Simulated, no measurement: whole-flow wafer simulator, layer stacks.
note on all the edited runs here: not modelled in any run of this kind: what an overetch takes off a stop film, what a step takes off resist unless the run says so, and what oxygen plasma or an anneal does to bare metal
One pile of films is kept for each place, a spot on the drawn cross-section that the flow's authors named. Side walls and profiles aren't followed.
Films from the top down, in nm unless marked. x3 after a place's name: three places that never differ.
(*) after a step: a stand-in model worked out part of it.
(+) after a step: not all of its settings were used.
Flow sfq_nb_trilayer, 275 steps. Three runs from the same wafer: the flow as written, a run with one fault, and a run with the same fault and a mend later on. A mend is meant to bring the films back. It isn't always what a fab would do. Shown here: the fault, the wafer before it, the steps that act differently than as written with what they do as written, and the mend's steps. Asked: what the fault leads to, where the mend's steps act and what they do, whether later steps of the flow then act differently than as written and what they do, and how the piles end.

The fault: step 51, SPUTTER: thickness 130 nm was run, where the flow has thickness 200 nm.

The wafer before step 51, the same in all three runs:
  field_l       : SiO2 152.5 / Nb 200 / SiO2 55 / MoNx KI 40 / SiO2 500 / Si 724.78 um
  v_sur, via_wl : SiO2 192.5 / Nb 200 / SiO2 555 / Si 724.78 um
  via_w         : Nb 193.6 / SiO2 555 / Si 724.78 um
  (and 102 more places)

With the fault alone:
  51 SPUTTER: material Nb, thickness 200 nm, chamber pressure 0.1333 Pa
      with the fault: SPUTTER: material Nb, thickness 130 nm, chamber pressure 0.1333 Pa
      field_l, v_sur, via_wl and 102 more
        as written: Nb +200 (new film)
        with the fault: Nb +130 (new film)
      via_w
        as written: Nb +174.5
        with the fault: Nb +114.2
  Later steps of the flow that act differently than as written (3 more steps differ only slightly, by at most 2% or 0.5 nm, whichever is larger, and aren't shown):
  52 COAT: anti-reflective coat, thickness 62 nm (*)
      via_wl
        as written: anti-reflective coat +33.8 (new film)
        with the fault: anti-reflective coat +32.9 (new film)
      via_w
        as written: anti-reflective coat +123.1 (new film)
        with the fault: anti-reflective coat +120 (new film)
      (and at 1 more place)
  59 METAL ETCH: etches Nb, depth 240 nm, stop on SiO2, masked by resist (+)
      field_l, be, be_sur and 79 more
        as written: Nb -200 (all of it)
        with the fault: Nb -130 (all of it)
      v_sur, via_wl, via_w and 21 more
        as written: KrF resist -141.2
        with the fault: KrF resist -114.7
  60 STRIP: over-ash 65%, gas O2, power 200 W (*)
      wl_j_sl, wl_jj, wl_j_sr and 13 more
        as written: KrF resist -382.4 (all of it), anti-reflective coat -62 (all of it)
        with the fault: KrF resist -408.9 (all of it), anti-reflective coat -62 (all of it)
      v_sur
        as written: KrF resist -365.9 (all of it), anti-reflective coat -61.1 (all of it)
        with the fault: KrF resist -392.9 (all of it), anti-reflective coat -60.9 (all of it)
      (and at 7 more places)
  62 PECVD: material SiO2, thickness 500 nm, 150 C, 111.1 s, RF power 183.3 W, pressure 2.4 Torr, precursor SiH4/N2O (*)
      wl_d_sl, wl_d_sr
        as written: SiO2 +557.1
        with the fault: SiO2 +500
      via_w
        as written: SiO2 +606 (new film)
        with the fault: SiO2 +588.8 (new film)
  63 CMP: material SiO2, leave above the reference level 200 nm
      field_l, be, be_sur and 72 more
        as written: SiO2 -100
        with the fault: SiO2 -170
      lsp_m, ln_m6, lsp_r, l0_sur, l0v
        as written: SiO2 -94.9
        with the fault: SiO2 -170
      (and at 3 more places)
  At the end the piles differ from the flow's by more than 2% or 0.5 nm, whichever is larger, at field_l, v_sur, via_wl and 103 more.
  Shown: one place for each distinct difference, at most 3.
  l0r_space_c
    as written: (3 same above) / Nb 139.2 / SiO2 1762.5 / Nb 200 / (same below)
    with the fault: (3 same above) / Nb 139.2 / SiO2 1692.5 / Nb 200 / (same below)
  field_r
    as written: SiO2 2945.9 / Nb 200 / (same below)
    with the fault: SiO2 2875.9 / Nb 200 / (same below)
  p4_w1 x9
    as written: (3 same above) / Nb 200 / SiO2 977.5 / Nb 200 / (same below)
    with the fault: (3 same above) / Nb 200 / SiO2 907.5 / Nb 200 / (same below)

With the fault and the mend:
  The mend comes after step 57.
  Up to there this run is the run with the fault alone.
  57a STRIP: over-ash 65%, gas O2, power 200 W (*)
      p4_fl x3, p4_w1 x9, p4_g1 x2 and 47 more
        anti-reflective coat -62 (all of it)
      wl_j_sl, wl_jj, wl_j_sr and 13 more
        KrF resist -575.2 (all of it), anti-reflective coat -62 (all of it)
      r_sur, res, r_end and 8 more
        anti-reflective coat -61.8 (all of it)
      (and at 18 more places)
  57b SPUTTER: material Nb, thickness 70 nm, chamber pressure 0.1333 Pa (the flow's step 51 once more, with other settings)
      field_l, v_sur, via_wl and 102 more
        Nb +70
      via_w
        Nb +56.2
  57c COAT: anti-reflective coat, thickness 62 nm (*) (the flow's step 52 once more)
      p4_fl x3, p4_w1 x9, p4_g1 x2 and 63 more
        anti-reflective coat +62 (new film)
      r_sur, res, r_end and 9 more
        anti-reflective coat +61.8 (new film)
      jj_sur, ce_l, c5j, ce_r, sp_r, be_r
        anti-reflective coat +61.7 (new film)
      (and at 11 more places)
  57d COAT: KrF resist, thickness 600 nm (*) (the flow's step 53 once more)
      p4_fl x3, p4_w1 x9, p4_g1 x2 and 63 more
        KrF resist +600 (new film)
      res, r_end, moat, field_r, l0_sur
        KrF resist +599.4 (new film)
      lsp_l, ln_m5, lsp_m, ln_m6, lsp_r
        KrF resist +599.5 (new film)
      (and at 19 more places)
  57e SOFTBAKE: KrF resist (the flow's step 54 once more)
      changes no film at any place that is followed
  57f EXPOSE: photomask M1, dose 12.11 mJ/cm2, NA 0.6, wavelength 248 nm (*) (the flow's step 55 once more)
      changes no film at any place that is followed
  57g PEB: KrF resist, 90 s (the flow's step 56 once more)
      wire, be, be_sur and 96 more
        KrF resist -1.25
      field_l, via_v
        KrF resist -1.24
      via_wl, via_wr
        KrF resist -1.26
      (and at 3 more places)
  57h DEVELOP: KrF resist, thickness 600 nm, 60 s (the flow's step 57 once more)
      p4_fl x3, p4_w1 x9, p4_g1 x2 and 47 more
        KrF resist -598.7 (all of it)
      v_sur, via_wl, via_w and 21 more
        KrF resist -23.5
      moat, field_r, lsp_l, lsp_m, ln_m6, lsp_r, l0_sur
        KrF resist -598.2 (all of it)
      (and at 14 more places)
  No later step of the flow acts differently than as written, at any place that is followed, by more than 2% or 0.5 nm, whichever is larger.
  At the end the piles differ from the flow's only slightly at the places that both follow, by at most 2% or 0.5 nm, whichever is larger.
